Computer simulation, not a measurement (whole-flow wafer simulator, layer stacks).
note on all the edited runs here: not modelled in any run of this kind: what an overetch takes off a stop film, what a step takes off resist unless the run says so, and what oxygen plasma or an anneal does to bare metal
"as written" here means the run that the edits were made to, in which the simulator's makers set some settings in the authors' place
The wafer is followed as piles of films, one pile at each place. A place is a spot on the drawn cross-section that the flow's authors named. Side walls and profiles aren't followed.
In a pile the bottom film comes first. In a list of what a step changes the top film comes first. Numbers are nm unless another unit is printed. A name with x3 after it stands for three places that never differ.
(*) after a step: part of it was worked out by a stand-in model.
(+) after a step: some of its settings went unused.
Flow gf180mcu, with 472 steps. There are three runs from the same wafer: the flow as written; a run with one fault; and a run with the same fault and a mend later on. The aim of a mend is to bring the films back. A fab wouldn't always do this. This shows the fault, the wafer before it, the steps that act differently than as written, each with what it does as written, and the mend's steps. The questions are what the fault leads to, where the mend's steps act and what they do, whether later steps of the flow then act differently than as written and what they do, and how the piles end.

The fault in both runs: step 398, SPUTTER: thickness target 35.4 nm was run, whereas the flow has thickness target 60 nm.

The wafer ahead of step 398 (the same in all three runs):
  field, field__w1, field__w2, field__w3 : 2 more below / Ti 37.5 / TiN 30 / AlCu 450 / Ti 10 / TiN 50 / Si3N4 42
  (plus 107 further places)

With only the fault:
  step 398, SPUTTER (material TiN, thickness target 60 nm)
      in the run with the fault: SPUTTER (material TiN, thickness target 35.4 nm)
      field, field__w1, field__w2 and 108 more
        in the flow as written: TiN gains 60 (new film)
        in the run with the fault: TiN gains 35.4 (new film)
  Steps later in the flow that act otherwise than as written (5 more steps, not shown, differ only slightly: by at most 2% or 0.5 nm, whichever is larger):
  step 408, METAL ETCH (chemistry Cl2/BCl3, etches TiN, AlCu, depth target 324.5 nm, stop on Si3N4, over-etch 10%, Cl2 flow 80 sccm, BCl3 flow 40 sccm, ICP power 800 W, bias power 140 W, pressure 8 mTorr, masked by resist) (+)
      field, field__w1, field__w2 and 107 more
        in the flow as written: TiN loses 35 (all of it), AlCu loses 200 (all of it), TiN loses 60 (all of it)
        in the run with the fault: TiN loses 35 (all of it), AlCu loses 200 (all of it), TiN loses 35.4 (all of it)
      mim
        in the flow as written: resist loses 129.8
        in the run with the fault: resist loses 119
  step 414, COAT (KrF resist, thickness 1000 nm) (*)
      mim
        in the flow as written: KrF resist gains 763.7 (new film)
        in the run with the fault: KrF resist gains 782.5 (new film)
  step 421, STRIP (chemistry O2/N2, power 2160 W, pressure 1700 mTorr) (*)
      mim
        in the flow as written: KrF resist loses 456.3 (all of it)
        in the run with the fault: KrF resist loses 474.8 (all of it)
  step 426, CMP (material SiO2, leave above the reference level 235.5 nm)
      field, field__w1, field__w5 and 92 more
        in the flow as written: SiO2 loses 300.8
        in the run with the fault: SiO2 loses 325.4
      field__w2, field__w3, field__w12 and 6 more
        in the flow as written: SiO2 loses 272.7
        in the run with the fault: SiO2 loses 297.3
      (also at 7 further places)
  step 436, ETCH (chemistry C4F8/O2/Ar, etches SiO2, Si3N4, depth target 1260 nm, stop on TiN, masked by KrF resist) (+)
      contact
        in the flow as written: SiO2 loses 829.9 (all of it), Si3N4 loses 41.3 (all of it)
        in the run with the fault: SiO2 loses 805.3 (all of it), Si3N4 loses 41.3 (all of it)
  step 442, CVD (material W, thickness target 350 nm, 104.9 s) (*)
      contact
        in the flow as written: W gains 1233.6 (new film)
        in the run with the fault: W gains 1208.8 (new film)
  The piles end different from the flow's at field__w8, contact, m1, m1__w1, mim, m1_nw by more than 2% or 0.5 nm, whichever is larger.
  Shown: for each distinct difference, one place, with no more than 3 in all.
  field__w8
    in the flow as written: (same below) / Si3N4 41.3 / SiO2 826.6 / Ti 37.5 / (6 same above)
    in the run with the fault: (same below) / Si3N4 41.3 / SiO2 802 / Ti 37.5 / (6 same above)
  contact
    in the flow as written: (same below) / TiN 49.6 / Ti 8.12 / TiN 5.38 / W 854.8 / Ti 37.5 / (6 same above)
    in the run with the fault: (same below) / TiN 49.6 / Ti 8.24 / TiN 5.46 / W 830 / Ti 37.5 / (6 same above)
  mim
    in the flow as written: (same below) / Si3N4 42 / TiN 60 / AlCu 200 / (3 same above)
    in the run with the fault: (same below) / Si3N4 42 / TiN 35.4 / AlCu 200 / (3 same above)

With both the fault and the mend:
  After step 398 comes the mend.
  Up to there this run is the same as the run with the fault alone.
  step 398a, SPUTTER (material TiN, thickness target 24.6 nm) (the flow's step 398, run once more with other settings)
      field, field__w1, field__w2 and 108 more
        TiN gains 24.6
  Every later step of the flow that is run acts as written at every place that is followed.
  At every place that both follow, the piles at the end match the flow's.
